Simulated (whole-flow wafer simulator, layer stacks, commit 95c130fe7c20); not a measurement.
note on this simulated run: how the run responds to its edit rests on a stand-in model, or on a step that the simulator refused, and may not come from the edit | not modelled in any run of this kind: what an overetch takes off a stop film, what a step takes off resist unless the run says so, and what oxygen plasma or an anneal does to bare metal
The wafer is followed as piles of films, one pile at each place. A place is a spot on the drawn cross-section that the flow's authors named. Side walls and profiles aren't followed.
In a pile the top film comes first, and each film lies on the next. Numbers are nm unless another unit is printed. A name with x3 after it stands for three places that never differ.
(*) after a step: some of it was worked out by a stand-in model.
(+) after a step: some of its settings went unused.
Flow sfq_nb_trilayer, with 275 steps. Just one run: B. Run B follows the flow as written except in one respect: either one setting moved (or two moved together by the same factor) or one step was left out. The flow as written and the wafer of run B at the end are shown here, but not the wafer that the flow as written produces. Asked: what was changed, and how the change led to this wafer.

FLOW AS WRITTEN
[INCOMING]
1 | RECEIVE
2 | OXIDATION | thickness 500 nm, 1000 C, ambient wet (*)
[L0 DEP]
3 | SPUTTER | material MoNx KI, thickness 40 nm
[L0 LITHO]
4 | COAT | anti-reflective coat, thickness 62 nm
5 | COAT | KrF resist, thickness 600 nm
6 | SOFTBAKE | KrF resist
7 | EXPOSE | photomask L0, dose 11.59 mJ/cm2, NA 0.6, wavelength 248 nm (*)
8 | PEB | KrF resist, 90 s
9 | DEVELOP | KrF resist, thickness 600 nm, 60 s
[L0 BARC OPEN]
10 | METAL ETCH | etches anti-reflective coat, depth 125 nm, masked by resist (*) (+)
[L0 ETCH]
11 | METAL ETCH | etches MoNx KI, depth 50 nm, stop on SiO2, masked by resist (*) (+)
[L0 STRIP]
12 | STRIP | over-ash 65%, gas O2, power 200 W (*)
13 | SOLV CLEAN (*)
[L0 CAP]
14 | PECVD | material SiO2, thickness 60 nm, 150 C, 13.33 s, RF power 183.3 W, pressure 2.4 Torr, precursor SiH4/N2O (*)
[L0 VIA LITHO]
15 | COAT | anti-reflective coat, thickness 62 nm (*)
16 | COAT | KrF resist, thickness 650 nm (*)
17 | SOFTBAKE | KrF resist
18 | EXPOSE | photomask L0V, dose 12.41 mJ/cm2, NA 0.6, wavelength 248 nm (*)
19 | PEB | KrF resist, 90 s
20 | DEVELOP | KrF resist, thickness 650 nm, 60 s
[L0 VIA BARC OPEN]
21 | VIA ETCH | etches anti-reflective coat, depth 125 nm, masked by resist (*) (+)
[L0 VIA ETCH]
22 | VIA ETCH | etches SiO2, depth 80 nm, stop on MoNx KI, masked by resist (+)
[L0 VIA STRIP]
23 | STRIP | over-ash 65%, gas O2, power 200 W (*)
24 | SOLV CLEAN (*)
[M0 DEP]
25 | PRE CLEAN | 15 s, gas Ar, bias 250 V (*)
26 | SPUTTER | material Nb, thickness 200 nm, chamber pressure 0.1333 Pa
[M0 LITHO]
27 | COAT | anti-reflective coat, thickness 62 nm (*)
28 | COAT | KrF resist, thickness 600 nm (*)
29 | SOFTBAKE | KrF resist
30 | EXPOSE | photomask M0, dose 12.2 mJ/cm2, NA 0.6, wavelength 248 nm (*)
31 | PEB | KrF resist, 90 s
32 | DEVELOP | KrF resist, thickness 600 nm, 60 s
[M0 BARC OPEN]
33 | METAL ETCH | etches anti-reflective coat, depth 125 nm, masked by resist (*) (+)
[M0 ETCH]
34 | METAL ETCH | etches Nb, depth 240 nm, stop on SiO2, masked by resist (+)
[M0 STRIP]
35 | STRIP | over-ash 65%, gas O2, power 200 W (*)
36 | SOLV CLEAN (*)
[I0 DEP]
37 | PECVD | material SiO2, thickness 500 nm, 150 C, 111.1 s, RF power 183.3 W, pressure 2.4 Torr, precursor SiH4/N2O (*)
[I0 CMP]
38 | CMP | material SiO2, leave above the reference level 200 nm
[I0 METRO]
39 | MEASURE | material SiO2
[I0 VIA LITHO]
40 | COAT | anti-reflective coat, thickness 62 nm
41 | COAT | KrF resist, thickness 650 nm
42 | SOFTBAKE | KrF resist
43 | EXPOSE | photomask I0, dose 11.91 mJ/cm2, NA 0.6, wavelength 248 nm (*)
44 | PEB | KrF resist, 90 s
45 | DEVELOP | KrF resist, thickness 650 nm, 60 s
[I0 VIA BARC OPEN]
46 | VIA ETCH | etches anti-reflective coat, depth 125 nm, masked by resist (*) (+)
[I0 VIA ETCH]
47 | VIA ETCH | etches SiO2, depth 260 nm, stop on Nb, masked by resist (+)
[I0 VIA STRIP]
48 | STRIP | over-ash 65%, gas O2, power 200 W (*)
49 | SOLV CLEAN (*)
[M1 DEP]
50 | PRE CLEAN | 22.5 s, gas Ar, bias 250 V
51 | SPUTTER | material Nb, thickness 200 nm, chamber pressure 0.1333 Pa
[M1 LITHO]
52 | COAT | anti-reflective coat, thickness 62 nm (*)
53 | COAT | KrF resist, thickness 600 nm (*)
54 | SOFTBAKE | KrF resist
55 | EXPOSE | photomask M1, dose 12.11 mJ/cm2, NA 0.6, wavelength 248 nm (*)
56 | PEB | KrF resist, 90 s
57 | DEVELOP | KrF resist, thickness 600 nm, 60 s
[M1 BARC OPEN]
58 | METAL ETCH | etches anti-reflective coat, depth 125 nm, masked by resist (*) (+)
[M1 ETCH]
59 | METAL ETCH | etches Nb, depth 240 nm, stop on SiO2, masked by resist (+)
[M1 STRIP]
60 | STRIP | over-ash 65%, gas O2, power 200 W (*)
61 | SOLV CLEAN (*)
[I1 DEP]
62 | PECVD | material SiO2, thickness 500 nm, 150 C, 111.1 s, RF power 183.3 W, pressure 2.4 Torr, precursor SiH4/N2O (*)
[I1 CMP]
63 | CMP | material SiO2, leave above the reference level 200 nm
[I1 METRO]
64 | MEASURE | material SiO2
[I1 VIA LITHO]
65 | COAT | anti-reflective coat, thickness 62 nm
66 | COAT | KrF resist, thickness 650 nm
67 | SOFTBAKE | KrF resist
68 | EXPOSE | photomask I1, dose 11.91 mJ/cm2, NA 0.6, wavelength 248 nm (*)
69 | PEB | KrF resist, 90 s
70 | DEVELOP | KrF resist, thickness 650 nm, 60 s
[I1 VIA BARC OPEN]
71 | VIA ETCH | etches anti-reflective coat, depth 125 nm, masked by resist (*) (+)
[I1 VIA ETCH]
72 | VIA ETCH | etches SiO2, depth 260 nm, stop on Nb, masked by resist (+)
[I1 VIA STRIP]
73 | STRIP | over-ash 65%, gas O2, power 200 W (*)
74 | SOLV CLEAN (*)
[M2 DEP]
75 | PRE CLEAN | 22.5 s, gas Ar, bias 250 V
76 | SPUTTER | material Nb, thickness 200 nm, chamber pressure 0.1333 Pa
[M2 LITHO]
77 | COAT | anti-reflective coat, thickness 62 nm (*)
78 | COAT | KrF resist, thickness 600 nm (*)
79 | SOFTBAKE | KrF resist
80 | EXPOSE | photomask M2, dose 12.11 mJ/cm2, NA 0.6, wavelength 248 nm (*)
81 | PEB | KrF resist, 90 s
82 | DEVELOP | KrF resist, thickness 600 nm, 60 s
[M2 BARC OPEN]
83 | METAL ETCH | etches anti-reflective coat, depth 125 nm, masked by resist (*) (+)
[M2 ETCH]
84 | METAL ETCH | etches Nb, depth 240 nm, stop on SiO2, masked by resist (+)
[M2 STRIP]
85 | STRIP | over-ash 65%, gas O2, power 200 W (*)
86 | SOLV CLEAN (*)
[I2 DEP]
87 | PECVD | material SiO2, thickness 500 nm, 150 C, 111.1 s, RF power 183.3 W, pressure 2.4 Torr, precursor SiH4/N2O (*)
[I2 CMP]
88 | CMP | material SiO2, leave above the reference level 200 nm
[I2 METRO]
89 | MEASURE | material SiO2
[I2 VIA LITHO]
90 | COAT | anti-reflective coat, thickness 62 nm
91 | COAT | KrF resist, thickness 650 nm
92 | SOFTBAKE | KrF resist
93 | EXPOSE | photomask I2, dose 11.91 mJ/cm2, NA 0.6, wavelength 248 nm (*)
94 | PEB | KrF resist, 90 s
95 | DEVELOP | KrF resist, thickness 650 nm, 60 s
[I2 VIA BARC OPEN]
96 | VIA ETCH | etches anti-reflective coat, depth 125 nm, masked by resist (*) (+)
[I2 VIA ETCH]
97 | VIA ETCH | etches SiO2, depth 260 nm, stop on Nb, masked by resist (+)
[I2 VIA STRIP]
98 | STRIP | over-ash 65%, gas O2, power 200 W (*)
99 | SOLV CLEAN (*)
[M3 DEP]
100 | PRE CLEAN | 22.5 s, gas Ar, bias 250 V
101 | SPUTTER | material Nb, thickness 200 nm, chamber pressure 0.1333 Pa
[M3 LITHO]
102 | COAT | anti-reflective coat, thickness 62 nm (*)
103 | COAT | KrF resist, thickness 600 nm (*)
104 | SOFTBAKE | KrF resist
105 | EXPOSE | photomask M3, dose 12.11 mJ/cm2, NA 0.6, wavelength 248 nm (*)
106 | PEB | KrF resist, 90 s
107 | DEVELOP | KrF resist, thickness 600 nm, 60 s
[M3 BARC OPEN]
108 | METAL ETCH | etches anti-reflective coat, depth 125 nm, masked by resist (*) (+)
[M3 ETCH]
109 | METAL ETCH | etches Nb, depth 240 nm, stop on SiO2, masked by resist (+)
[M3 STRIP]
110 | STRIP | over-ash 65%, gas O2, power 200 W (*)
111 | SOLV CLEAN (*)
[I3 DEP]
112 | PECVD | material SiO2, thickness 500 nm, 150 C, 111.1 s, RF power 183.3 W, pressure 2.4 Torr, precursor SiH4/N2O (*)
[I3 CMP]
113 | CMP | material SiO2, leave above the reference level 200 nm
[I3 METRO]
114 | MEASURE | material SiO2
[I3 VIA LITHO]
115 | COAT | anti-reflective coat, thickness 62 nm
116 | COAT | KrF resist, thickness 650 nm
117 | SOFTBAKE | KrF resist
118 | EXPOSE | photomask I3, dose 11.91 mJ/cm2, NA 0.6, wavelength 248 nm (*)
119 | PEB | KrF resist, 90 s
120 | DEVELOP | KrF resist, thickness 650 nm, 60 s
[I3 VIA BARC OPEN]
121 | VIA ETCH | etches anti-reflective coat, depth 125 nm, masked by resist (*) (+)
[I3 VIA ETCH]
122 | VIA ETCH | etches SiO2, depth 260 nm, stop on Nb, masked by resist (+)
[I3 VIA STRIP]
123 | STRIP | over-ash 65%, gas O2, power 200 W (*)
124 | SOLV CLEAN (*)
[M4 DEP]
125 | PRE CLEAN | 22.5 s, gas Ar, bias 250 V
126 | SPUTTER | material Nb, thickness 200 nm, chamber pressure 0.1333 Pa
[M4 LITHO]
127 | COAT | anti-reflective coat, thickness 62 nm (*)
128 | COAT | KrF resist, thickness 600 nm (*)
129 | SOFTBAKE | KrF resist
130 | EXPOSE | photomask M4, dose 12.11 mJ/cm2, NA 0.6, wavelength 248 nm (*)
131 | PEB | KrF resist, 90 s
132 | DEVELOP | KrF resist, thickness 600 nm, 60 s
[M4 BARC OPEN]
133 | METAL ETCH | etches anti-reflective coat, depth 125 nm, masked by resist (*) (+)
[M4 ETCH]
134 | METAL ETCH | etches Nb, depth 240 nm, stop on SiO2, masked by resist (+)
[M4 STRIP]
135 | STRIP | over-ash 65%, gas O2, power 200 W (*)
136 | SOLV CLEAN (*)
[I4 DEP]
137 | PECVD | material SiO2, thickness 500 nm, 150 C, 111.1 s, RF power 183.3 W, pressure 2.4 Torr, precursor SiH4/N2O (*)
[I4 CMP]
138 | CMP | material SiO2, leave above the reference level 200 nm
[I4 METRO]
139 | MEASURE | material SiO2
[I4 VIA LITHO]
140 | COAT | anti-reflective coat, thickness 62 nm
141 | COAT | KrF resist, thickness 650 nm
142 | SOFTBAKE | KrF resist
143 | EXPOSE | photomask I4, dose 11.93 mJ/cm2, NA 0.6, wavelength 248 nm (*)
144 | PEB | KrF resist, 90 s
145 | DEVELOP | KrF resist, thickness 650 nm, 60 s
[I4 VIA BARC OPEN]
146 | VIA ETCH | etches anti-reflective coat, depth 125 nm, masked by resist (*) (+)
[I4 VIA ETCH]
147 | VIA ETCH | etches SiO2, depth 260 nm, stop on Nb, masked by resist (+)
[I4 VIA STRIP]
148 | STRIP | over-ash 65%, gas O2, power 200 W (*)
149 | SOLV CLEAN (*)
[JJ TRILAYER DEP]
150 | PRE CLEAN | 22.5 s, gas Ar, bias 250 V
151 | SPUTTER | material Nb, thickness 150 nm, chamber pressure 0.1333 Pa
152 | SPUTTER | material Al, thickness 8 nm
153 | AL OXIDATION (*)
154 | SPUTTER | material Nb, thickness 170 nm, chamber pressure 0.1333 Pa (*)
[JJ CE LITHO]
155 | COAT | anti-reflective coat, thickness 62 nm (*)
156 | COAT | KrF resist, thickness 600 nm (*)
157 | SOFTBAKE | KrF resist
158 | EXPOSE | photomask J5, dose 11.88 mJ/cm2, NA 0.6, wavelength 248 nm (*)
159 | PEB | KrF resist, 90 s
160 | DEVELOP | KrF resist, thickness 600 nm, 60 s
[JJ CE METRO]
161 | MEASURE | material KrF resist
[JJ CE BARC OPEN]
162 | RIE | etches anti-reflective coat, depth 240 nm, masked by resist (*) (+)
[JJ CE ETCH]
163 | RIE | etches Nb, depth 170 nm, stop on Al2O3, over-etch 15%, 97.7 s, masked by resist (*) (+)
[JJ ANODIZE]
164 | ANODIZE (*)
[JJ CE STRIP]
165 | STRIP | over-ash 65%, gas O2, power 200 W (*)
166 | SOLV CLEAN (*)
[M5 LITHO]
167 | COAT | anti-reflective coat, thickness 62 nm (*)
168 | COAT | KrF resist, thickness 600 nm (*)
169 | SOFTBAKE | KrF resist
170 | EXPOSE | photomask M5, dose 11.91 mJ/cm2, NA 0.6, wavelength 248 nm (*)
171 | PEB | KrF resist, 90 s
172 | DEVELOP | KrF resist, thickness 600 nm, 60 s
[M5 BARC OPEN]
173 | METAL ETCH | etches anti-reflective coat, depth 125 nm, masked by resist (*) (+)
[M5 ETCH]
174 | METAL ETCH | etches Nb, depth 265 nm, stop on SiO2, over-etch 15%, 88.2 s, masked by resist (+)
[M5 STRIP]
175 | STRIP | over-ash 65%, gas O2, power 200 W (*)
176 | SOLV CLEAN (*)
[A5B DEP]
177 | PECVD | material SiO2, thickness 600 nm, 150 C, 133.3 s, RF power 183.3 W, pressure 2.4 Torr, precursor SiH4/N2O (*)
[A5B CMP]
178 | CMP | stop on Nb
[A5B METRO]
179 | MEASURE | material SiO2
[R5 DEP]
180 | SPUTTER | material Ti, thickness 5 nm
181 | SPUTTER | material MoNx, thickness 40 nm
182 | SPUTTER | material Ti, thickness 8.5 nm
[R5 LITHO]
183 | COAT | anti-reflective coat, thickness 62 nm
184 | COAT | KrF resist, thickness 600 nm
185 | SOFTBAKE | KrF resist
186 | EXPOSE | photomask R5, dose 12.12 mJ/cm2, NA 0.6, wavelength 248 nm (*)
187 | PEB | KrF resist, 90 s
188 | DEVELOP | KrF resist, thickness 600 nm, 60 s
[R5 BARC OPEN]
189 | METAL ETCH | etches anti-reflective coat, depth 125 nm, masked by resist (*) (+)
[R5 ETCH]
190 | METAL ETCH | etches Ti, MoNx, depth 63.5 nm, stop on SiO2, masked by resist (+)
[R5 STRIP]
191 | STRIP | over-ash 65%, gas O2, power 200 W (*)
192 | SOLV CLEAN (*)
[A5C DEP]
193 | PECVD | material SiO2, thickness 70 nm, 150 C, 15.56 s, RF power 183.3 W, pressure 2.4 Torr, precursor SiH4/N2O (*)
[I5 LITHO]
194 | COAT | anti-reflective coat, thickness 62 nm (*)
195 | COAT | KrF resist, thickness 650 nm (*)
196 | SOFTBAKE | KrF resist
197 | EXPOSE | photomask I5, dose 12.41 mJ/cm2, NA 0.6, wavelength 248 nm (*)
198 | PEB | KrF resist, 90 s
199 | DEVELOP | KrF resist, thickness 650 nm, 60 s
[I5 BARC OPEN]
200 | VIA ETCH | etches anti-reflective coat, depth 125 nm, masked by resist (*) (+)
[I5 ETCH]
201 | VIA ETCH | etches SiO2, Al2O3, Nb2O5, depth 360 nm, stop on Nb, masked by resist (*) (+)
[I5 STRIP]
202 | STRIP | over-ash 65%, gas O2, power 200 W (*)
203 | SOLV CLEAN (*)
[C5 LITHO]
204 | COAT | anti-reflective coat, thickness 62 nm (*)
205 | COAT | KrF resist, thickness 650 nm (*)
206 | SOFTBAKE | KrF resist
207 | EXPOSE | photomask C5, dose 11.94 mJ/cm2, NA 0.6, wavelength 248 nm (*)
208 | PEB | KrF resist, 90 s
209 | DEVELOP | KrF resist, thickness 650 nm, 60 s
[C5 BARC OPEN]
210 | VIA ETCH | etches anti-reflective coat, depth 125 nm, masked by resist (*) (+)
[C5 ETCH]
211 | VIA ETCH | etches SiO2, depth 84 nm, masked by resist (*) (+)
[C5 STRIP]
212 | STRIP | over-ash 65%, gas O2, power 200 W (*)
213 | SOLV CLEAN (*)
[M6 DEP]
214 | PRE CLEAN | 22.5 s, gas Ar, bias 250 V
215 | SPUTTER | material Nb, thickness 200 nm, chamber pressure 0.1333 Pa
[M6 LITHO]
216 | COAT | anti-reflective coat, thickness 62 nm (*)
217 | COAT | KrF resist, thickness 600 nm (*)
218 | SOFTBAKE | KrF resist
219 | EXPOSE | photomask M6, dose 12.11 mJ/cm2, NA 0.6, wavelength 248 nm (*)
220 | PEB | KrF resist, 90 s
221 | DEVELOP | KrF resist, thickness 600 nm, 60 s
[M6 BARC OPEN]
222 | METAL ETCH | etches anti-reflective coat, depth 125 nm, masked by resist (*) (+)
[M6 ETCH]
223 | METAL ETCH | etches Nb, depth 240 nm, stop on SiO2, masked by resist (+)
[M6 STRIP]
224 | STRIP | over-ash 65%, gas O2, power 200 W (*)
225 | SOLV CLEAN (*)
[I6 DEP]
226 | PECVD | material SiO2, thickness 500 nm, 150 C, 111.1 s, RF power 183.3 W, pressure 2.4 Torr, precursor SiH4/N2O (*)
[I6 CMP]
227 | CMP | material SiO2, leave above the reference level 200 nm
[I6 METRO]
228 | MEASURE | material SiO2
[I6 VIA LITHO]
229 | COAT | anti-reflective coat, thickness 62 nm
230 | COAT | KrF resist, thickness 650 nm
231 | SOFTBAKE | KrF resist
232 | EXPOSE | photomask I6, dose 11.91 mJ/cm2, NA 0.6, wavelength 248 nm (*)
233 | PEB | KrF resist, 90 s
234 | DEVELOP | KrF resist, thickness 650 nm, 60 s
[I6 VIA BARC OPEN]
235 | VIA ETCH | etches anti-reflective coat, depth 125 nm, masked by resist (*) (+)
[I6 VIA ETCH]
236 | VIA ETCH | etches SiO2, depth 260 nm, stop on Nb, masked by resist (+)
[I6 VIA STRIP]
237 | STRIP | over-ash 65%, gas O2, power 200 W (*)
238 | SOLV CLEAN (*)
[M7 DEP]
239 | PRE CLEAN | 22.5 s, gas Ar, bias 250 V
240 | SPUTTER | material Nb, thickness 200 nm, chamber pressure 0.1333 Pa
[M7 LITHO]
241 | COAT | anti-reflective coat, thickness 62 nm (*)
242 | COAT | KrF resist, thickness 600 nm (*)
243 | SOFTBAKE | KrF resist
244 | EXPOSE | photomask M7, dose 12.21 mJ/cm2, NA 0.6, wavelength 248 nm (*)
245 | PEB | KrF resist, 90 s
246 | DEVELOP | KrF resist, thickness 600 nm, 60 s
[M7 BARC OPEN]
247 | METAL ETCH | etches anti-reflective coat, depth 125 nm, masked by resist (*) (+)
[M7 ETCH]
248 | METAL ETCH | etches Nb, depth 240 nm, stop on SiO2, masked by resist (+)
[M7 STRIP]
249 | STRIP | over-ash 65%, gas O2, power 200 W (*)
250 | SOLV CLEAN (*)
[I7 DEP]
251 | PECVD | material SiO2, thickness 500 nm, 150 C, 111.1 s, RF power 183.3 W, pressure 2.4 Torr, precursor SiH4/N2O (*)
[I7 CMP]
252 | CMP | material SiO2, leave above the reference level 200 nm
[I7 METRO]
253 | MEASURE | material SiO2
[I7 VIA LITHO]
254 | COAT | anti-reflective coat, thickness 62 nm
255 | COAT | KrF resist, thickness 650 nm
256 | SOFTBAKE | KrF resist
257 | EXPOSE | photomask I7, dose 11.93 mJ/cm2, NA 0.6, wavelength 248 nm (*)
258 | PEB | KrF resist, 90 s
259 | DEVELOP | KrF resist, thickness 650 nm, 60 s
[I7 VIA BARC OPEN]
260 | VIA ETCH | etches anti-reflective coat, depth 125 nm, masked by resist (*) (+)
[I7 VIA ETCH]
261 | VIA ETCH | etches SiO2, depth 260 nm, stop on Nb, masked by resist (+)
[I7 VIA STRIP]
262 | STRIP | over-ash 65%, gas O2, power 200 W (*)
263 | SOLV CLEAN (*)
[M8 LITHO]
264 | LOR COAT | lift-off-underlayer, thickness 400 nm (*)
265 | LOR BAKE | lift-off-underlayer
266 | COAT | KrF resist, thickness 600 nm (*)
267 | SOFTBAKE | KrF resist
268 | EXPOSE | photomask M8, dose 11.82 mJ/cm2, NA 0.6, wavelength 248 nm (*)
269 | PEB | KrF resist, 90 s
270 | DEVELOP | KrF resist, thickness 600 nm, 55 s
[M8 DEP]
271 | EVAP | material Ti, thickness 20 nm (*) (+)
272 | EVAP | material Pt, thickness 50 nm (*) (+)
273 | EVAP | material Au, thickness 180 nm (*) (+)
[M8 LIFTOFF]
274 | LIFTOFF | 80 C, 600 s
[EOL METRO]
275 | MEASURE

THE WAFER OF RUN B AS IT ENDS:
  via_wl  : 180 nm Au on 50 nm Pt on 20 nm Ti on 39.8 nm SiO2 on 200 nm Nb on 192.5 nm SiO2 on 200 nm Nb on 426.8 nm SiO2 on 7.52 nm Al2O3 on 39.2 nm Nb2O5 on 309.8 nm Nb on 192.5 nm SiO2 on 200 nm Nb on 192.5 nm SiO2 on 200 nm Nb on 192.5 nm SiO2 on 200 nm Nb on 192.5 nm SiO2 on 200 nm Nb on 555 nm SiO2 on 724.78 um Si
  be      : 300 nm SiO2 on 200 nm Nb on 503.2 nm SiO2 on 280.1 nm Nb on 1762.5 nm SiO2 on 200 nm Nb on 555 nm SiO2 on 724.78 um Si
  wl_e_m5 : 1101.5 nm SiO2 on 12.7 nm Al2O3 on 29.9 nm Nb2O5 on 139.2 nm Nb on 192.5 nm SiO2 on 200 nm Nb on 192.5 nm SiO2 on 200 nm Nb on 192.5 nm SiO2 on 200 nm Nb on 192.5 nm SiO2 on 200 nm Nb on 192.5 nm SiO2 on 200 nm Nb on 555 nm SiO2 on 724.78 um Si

The reason: step 252, CMP: leave above the reference level 300 nm was run, while the flow as written has leave above the reference level 200 nm.
One can read it off the wafer: be has SiO2 300, and step 252 as written asks for 200 nm.

How this came from the change, step by step:
  252 | CMP | material SiO2, leave above the reference level 200 nm
      field_l, p4_fl, p4_fm and 56 more: nothing (in the flow as written it would be: -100 SiO2)
      field_r, lsp_l: nothing (in the flow as written it would be: -77.7 SiO2)
      (also at 45 further places)
  254 | COAT | anti-reflective coat, thickness 62 nm
      moat: +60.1 anti-reflective coat (new film) (in the flow as written it would be: +62 anti-reflective coat (new film))
      field_r: +70.3 anti-reflective coat (new film) (in the flow as written it would be: +62 anti-reflective coat (new film))
      (also at 4 further places)
  261 | VIA ETCH | etches SiO2, depth 260 nm, stop on Nb, masked by resist (+)
      via_wl, via_w, via_wr: -260 SiO2 (in the flow as written it would be: -199.8 SiO2 (all of it))
  262 | STRIP | over-ash 65%, gas O2, power 200 W (*)
      moat: -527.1 KrF resist (all of it), -60.1 anti-reflective coat (all of it) (in the flow as written it would be: -528.6 KrF resist (all of it), -62 anti-reflective coat (all of it))
      field_r: -537.2 KrF resist (all of it), -70.3 anti-reflective coat (all of it) (in the flow as written it would be: -528.6 KrF resist (all of it), -62 anti-reflective coat (all of it))
      (also at 4 further places)
  264 | LOR COAT | lift-off-underlayer, thickness 400 nm (*)
      via_wl, via_wr: +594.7 lift-off-underlayer (new film) (in the flow as written it would be: +549.8 lift-off-underlayer (new film))
      v_sur: +360.1 lift-off-underlayer (new film) (in the flow as written it would be: +369.4 lift-off-underlayer (new film))
      (also at 3 further places)
  270 | DEVELOP | KrF resist, thickness 600 nm, 55 s
      v_sur: -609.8 KrF resist (all of it), -360.1 lift-off-underlayer (all of it) (in the flow as written it would be: -607.3 KrF resist (all of it), -369.4 lift-off-underlayer (all of it))
      via_wl: -631.3 KrF resist (all of it), -594.7 lift-off-underlayer (all of it) (in the flow as written it would be: -623.9 KrF resist (all of it), -549.8 lift-off-underlayer (all of it))
      (also at 2 further places)
  274 | LIFTOFF | 80 C, 600 s
      field_r: -180 Au (all of it), -50 Pt (all of it), -20 Ti (all of it), -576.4 KrF resist (all of it), -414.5 lift-off-underlayer (all of it) (in the flow as written it would be: -180 Au (all of it), -50 Pt (all of it), -20 Ti (all of it), -573.5 KrF resist (all of it), -399.6 lift-off-underlayer (all of it))
      lsp_l: -180 Au (all of it), -50 Pt (all of it), -20 Ti (all of it), -576.9 KrF resist (all of it), -413.7 lift-off-underlayer (all of it) (in the flow as written it would be: -180 Au (all of it), -50 Pt (all of it), -20 Ti (all of it), -573.4 KrF resist (all of it), -399.6 lift-off-underlayer (all of it))
With metal films that touch counted as one body, via_wl has 8 bodies (between them, from the top down: SiO2 39.8; SiO2 192.5; SiO2 426.8 / Al2O3 7.52 / Nb2O5 39.2; SiO2 192.5; SiO2 192.5; SiO2 192.5; SiO2 192.5); the flow as written gives 7 bodies (between them, from the top down: SiO2 192.5; SiO2 426.8 / Al2O3 7.52 / Nb2O5 39.2; SiO2 192.5; SiO2 192.5; SiO2 192.5; SiO2 192.5).
